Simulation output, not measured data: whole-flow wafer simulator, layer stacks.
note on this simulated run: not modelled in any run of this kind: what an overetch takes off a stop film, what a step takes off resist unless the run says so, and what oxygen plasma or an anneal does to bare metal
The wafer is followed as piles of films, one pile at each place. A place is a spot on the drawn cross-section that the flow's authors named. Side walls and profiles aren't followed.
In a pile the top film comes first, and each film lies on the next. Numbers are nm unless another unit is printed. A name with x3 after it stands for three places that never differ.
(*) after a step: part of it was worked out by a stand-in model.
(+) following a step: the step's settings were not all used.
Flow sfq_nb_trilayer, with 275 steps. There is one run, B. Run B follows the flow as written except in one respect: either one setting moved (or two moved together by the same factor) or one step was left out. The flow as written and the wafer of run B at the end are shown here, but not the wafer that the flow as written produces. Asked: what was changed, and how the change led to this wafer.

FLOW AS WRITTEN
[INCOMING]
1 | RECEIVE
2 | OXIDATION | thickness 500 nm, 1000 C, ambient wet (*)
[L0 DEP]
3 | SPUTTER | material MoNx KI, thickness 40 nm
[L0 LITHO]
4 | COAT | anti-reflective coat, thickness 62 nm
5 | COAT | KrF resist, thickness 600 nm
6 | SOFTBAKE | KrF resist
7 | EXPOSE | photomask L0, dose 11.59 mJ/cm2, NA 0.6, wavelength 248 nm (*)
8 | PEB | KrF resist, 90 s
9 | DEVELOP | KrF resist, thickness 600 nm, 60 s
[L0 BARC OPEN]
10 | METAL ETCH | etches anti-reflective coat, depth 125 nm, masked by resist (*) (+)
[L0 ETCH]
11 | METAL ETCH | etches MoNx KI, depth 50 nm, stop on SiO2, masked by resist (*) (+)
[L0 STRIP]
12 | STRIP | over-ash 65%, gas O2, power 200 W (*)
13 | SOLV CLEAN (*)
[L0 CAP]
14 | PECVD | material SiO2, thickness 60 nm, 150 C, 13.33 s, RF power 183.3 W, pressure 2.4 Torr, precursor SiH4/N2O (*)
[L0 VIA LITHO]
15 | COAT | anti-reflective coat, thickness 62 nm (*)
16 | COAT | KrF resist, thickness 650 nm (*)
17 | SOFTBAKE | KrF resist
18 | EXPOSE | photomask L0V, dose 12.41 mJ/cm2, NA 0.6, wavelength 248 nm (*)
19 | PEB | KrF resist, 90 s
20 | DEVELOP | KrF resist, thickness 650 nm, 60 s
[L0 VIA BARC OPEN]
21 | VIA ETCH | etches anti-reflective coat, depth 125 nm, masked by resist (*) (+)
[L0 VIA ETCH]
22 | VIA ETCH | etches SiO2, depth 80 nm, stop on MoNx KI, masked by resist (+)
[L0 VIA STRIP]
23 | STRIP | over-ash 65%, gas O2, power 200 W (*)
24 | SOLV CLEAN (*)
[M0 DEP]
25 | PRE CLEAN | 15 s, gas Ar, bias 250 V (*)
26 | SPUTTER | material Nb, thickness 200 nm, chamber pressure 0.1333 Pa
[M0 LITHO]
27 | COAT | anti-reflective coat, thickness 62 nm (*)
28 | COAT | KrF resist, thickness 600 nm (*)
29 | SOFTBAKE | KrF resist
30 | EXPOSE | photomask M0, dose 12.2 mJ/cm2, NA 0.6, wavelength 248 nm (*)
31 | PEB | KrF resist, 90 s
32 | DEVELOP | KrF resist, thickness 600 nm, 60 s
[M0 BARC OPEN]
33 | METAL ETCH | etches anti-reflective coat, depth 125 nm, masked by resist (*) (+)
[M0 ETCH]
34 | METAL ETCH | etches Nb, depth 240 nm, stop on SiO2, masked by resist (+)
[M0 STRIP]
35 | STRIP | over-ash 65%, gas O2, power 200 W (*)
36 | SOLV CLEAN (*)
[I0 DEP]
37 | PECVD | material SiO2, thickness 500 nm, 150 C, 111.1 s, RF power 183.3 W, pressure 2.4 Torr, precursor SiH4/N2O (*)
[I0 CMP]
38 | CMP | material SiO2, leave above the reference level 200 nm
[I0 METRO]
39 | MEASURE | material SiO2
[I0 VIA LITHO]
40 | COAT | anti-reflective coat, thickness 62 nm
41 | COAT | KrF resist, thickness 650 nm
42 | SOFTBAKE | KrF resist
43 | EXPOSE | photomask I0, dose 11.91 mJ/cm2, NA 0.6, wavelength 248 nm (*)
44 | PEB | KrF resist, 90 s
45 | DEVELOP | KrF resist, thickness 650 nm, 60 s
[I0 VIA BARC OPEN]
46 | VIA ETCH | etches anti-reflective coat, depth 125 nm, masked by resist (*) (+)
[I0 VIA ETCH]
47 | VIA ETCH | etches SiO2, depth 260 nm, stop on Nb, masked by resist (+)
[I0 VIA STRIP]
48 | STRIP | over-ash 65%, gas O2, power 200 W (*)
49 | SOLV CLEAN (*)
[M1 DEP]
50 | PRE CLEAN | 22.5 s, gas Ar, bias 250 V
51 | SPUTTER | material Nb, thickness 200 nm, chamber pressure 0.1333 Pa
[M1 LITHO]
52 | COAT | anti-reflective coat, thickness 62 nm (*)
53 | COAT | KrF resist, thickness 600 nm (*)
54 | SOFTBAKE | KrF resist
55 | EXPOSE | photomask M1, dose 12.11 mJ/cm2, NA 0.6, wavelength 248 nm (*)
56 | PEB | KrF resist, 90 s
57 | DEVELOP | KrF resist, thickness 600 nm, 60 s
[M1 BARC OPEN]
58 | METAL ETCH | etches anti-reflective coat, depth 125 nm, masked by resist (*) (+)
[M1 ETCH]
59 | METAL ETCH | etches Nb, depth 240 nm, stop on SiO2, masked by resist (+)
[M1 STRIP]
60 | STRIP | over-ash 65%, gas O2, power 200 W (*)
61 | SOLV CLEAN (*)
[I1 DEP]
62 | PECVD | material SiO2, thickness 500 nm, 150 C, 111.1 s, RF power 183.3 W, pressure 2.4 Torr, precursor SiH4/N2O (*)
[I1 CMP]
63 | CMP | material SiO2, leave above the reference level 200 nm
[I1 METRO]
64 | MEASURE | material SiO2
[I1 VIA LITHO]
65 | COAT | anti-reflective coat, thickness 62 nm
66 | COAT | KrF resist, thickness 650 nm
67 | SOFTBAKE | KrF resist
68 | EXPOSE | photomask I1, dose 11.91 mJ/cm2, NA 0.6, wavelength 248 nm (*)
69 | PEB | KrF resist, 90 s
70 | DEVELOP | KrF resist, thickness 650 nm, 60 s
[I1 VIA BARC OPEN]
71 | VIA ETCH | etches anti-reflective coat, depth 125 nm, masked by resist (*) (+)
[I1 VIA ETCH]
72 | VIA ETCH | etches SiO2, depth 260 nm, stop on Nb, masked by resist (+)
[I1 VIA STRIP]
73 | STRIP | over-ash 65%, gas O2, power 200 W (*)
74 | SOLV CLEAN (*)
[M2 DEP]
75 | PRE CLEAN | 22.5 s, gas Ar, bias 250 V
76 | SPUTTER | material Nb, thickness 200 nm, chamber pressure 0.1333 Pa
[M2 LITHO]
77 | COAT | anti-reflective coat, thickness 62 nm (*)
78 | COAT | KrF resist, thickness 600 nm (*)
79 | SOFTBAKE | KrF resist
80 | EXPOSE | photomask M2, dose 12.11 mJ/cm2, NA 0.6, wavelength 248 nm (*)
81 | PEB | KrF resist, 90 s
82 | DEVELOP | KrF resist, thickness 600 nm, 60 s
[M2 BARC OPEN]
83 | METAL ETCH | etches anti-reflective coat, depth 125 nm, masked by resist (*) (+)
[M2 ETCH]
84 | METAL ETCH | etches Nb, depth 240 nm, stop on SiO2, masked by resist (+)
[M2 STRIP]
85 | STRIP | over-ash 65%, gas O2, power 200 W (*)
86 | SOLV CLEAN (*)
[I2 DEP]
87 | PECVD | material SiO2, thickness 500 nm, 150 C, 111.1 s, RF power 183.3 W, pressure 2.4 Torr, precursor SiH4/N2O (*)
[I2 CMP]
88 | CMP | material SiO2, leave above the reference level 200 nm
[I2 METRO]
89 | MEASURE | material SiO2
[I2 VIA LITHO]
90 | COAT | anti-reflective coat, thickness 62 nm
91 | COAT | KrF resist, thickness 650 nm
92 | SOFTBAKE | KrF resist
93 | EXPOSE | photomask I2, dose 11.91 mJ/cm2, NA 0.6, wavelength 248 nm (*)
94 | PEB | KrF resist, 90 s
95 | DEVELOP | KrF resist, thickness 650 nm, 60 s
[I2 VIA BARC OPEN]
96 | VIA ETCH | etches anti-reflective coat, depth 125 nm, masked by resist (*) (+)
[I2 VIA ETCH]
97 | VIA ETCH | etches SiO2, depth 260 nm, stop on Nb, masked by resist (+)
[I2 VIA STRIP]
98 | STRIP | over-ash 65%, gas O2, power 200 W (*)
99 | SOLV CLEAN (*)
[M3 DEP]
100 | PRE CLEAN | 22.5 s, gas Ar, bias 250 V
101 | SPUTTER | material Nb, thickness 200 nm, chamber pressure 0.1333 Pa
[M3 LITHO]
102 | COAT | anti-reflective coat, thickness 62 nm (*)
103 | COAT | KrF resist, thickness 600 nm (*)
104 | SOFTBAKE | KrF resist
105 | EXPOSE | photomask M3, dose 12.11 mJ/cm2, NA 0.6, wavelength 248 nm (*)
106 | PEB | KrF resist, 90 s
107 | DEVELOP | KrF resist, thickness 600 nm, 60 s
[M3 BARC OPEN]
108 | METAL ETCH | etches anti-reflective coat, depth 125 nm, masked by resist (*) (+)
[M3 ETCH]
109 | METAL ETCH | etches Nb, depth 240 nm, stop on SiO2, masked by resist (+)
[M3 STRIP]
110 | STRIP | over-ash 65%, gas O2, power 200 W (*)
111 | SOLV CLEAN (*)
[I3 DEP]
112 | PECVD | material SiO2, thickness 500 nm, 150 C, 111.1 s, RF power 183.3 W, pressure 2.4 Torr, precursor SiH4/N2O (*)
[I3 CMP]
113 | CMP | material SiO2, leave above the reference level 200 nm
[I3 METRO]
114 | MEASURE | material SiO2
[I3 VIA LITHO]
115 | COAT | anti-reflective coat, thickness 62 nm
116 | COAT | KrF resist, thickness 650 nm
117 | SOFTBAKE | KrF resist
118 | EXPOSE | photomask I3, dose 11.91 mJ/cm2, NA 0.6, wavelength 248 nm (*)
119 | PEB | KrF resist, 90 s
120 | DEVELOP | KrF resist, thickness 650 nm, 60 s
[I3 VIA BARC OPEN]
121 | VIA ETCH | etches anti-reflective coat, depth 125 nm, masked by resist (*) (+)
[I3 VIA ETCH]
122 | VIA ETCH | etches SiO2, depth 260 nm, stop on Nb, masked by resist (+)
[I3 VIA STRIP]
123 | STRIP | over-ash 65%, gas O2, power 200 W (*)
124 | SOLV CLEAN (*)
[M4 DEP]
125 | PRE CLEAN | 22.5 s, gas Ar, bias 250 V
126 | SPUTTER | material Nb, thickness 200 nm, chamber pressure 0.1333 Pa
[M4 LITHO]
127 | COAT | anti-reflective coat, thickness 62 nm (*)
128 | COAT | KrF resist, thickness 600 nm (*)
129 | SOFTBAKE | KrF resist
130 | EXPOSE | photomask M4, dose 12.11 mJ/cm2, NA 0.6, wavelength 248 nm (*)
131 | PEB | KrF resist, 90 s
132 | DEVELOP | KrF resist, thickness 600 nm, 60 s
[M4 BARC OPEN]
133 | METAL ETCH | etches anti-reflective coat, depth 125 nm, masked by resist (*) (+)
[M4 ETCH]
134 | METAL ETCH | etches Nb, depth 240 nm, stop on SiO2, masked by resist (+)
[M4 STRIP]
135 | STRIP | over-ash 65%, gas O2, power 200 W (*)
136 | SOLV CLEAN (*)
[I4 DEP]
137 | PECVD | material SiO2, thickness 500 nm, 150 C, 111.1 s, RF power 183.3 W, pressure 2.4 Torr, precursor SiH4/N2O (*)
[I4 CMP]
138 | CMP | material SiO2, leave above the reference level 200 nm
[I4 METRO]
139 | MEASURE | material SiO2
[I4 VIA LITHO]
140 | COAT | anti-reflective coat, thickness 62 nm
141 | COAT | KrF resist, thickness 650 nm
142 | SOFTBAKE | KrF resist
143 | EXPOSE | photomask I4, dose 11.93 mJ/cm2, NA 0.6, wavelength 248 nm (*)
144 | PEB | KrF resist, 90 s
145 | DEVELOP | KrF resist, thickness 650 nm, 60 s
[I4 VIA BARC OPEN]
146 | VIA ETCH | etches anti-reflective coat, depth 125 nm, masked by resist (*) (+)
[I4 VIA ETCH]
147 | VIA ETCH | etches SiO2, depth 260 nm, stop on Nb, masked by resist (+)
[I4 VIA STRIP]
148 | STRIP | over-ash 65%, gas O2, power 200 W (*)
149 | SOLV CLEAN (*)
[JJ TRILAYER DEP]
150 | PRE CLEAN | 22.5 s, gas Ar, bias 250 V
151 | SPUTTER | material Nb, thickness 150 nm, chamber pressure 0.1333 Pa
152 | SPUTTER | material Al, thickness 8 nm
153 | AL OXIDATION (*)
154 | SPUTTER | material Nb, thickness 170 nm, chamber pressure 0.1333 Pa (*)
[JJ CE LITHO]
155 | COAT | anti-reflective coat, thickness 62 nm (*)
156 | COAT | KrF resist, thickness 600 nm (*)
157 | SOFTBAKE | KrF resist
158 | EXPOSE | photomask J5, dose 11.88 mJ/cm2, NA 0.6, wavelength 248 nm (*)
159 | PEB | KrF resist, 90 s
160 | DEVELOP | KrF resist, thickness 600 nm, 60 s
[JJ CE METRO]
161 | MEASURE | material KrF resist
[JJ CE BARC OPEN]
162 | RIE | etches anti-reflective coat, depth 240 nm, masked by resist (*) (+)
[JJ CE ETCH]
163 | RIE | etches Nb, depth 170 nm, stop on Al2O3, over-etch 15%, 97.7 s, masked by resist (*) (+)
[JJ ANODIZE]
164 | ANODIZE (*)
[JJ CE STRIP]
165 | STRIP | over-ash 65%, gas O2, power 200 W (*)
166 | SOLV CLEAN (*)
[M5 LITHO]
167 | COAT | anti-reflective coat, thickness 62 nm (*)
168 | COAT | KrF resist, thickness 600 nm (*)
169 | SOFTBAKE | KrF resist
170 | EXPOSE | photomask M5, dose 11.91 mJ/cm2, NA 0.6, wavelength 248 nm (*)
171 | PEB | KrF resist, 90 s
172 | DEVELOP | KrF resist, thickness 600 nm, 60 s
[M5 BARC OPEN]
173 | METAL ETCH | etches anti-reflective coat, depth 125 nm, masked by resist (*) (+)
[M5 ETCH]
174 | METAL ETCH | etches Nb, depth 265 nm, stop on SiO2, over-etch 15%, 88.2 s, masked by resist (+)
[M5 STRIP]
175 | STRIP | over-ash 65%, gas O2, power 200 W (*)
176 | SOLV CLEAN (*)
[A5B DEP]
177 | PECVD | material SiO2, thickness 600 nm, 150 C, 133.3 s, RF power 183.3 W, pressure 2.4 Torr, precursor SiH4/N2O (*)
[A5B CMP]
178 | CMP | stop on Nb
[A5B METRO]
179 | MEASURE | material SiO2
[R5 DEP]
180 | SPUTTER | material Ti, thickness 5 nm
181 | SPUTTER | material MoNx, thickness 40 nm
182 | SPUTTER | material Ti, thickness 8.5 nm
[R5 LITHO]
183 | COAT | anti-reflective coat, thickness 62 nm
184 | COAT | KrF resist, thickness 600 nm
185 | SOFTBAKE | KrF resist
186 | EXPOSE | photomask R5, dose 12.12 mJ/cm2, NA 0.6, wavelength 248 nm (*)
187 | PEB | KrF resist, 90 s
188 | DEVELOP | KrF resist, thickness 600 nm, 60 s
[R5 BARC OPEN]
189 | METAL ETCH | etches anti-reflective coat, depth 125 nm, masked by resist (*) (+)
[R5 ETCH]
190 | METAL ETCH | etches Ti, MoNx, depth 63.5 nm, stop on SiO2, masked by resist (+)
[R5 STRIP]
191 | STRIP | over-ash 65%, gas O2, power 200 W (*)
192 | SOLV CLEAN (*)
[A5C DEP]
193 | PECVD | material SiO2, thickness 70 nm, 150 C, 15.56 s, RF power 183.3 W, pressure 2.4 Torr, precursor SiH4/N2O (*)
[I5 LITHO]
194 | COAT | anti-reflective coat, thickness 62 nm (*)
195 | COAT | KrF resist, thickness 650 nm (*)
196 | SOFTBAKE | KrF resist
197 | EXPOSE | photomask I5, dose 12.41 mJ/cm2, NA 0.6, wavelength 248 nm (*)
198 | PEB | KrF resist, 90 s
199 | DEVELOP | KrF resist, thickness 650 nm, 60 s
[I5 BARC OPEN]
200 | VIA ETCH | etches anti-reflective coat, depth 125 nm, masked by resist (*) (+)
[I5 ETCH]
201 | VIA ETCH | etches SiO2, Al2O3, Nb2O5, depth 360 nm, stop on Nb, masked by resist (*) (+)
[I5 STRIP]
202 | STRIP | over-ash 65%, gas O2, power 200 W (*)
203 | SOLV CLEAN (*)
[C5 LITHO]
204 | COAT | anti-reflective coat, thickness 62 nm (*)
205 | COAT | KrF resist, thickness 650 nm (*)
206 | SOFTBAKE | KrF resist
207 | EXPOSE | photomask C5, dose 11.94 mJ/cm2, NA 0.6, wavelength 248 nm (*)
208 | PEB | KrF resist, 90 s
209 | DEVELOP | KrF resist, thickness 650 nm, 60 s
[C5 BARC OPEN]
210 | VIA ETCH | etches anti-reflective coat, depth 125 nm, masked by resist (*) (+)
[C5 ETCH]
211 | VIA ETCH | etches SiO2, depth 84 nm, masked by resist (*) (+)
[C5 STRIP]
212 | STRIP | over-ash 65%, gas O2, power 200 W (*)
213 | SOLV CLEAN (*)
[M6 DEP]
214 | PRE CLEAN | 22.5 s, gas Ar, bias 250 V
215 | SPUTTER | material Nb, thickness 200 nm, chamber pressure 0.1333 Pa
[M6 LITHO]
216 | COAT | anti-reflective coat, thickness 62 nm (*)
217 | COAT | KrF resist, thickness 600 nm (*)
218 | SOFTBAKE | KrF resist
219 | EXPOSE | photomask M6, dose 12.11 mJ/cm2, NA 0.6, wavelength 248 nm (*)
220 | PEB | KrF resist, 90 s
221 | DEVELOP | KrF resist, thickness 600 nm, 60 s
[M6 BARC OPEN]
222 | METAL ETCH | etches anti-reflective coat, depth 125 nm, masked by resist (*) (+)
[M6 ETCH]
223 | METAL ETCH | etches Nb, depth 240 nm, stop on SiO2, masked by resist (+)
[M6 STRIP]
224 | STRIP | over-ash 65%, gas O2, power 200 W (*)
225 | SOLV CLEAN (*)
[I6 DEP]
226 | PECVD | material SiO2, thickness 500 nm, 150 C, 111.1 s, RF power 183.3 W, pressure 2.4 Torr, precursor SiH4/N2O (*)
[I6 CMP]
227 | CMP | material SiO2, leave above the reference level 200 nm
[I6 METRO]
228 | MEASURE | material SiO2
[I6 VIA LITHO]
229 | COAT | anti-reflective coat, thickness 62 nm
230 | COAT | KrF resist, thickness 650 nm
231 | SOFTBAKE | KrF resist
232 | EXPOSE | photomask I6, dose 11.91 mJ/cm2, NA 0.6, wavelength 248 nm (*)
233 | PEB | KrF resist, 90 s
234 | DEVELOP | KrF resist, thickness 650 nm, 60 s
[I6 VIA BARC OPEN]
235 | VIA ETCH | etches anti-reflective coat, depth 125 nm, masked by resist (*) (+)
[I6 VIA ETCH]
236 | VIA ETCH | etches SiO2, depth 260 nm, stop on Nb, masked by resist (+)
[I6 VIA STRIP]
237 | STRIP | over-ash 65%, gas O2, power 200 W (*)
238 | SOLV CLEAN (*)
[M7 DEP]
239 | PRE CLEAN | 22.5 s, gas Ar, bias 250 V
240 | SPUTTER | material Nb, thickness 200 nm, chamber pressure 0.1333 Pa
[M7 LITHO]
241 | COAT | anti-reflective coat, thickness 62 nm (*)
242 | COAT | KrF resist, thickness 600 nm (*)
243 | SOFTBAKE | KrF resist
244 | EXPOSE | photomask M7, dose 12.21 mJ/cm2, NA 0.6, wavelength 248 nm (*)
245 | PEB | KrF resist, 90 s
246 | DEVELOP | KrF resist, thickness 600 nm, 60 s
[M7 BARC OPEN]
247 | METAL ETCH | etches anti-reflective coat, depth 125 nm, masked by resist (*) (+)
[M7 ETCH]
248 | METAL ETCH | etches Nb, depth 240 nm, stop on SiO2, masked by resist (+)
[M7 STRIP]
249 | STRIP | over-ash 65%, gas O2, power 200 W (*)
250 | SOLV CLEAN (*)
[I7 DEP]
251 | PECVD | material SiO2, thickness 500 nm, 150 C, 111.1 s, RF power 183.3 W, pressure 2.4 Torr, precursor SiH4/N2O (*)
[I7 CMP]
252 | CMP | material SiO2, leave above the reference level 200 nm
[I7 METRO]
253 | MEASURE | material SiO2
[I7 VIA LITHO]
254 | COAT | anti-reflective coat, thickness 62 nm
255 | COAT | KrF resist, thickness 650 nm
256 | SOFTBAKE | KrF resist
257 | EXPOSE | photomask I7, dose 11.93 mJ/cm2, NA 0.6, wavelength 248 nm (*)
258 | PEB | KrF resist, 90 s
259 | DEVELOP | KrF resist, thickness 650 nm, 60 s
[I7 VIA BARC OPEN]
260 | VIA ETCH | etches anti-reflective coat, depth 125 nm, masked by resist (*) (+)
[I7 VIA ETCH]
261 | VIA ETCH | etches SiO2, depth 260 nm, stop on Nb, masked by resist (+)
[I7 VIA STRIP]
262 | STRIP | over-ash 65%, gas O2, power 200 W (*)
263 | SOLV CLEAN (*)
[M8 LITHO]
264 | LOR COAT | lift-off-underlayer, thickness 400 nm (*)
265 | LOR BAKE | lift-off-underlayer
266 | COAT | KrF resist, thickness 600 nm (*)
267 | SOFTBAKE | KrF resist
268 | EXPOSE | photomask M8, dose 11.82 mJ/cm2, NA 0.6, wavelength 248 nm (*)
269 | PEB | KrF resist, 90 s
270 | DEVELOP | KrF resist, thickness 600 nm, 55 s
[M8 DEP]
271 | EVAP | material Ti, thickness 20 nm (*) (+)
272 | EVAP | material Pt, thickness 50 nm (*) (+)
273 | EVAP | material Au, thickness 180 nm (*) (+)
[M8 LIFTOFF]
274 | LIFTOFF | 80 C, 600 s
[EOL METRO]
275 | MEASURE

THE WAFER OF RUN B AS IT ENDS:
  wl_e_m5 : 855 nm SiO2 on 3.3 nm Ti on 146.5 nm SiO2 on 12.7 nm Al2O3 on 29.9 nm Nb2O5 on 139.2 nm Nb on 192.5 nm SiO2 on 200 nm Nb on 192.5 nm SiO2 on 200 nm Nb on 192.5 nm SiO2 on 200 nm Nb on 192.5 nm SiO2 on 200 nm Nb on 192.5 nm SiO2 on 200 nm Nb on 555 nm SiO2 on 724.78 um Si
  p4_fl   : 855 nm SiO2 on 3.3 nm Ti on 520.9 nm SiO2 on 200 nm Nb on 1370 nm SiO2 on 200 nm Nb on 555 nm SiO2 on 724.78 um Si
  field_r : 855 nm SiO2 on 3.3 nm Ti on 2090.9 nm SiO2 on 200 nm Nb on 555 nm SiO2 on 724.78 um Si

The reason: step 190, METAL ETCH: depth 50.2 nm was run, whereas the flow has depth 63.5 nm.

Step by step, how the change led to this:
  190 | METAL ETCH | etches Ti, MoNx, depth 63.5 nm, stop on SiO2, masked by resist (+)
      field_l, v_sur, via_wl and 92 more: Ti loses 8.5 (all of it), MoNx loses 40 (all of it), Ti loses 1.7 (as written it would have been: Ti loses 8.5 (all of it), MoNx loses 40 (all of it), Ti loses 5 (all of it))
      ce_l, c5j, ce_r, wl_jj: Ti loses 8.5 (all of it), MoNx loses 40 (all of it), Ti loses 1.7 (as written it would have been: Ti loses 8.5 (all of it), MoNx loses 40 (all of it), Ti loses 5 (all of it), Nb loses 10)
      (also at 7 further places)
  193 | PECVD | material SiO2, thickness 70 nm, 150 C, 15.56 s, RF power 183.3 W, pressure 2.4 Torr, precursor SiH4/N2O (*)
      field_l, v_sur, via_wl and 92 more: SiO2 gains 70 (new film) (as written it would have been: SiO2 gains 70)
  194 | COAT | anti-reflective coat, thickness 62 nm (*)
      wl_j_sl, wl_j_sr: anti-reflective coat gains 62 (new film) (as written it would have been: anti-reflective coat gains 60.2 (new film))
      jj_sur: anti-reflective coat gains 62.7 (new film) (as written it would have been: anti-reflective coat gains 60.8 (new film))
      (also at 5 further places)
  201 | VIA ETCH | etches SiO2, Al2O3, Nb2O5, depth 360 nm, stop on Nb, masked by resist (*) (+)
      be: SiO2 loses 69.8 (all of it), Ti loses 3.3 (all of it), SiO2 loses 146.5 (all of it), Al2O3 loses 12.7 (all of it), Nb2O5 loses 29.9 (all of it) (as written it would have been: SiO2 loses 216.4 (all of it), Al2O3 loses 12.7 (all of it), Nb2O5 loses 29.9 (all of it))
  202 | STRIP | over-ash 65%, gas O2, power 200 W (*)
      wl_j_sl, wl_j_sr: KrF resist loses 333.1 (all of it), anti-reflective coat loses 62 (all of it) (as written it would have been: KrF resist loses 333.3 (all of it), anti-reflective coat loses 60.2 (all of it))
      jj_sur: KrF resist loses 336.7 (all of it), anti-reflective coat loses 62.7 (all of it) (as written it would have been: KrF resist loses 337.2 (all of it), anti-reflective coat loses 60.8 (all of it))
      (also at 5 further places)
  204 | COAT | anti-reflective coat, thickness 62 nm (*)
      wl_j_sl, wl_j_sr: anti-reflective coat gains 62 (new film) (as written it would have been: anti-reflective coat gains 60.2 (new film))
      jj_sur: anti-reflective coat gains 61.3 (new film) (as written it would have been: anti-reflective coat gains 59.5 (new film))
      (also at 5 further places)
  210 | VIA ETCH | etches anti-reflective coat, depth 125 nm, masked by resist (*) (+)
      c5j: anti-reflective coat loses 61.3 (all of it), SiO2 loses 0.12 (as written it would have been: anti-reflective coat loses 63.9 (all of it), SiO2 loses 0.11)
  211 | VIA ETCH | etches SiO2, depth 84 nm, masked by resist (*) (+)
      c5j: SiO2 loses 69.9 (all of it) (as written it would have been: SiO2 loses 69.9 (all of it), Nb loses 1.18)
  212 | STRIP | over-ash 65%, gas O2, power 200 W (*)
      wl_j_sl, wl_j_sr: KrF resist loses 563 (all of it), anti-reflective coat loses 62 (all of it) (as written it would have been: KrF resist loses 563.4 (all of it), anti-reflective coat loses 60.2 (all of it))
      jj_sur: KrF resist loses 561.2 (all of it), anti-reflective coat loses 61.3 (all of it) (as written it would have been: KrF resist loses 562 (all of it), anti-reflective coat loses 59.5 (all of it))
      (also at 4 further places)
  214 | PRE CLEAN | 22.5 s, gas Ar, bias 250 V
      c5j: Ti loses 3.3 (all of it), Nb loses 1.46 (as written it would have been: Nb loses 6.45)
  216 | COAT | anti-reflective coat, thickness 62 nm (*)
      wl_j_sl, wl_j_sr: anti-reflective coat gains 62 (new film) (as written it would have been: anti-reflective coat gains 60.2 (new film))
      jj_sur: anti-reflective coat gains 58.5 (new film) (as written it would have been: anti-reflective coat gains 56.1 (new film))
      (also at 5 further places)
  224 | STRIP | over-ash 65%, gas O2, power 200 W (*)
      wl_j_sl, wl_j_sr: KrF resist loses 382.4 (all of it), anti-reflective coat loses 62 (all of it) (as written it would have been: KrF resist loses 382.5 (all of it), anti-reflective coat loses 60.2 (all of it))
      jj_sur: KrF resist loses 377.8 (all of it), anti-reflective coat loses 58.5 (all of it) (as written it would have been: KrF resist loses 378.5 (all of it), anti-reflective coat loses 56.1 (all of it))
      (also at 5 further places)
  227 | CMP | material SiO2, leave above the reference level 200 nm
      r5r_line_l, r5r_spacepad_l, r5r_spacepad_r, r5r_line_c, r5r_line_r: SiO2 loses 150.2 (as written it would have been: SiO2 loses 153.5)
      ce_l, ce_r, wl_jj: SiO2 loses 300 (as written it would have been: SiO2 loses 290)
      (also at 1 further place)
If metal films that touch count as one body, wl_e_m5 has 7 bodies (between them, from the top down: SiO2 146.5 / Al2O3 12.7 / Nb2O5 29.9; SiO2 192.5; SiO2 192.5; SiO2 192.5; SiO2 192.5; SiO2 192.5); the flow as written gives 6 bodies (between them, from the top down: SiO2 192.5; SiO2 192.5; SiO2 192.5; SiO2 192.5; SiO2 192.5).
If metal films that touch count as one body, p4_fl has 3 bodies (between them, from the top down: SiO2 520.9; SiO2 1370); the flow as written gives 2 bodies (between them, from the top down: SiO2 1370).
If metal films that touch count as one body, field_r has 2 bodies (between them, from the top down: SiO2 2090.9); the flow as written gives 1 body.
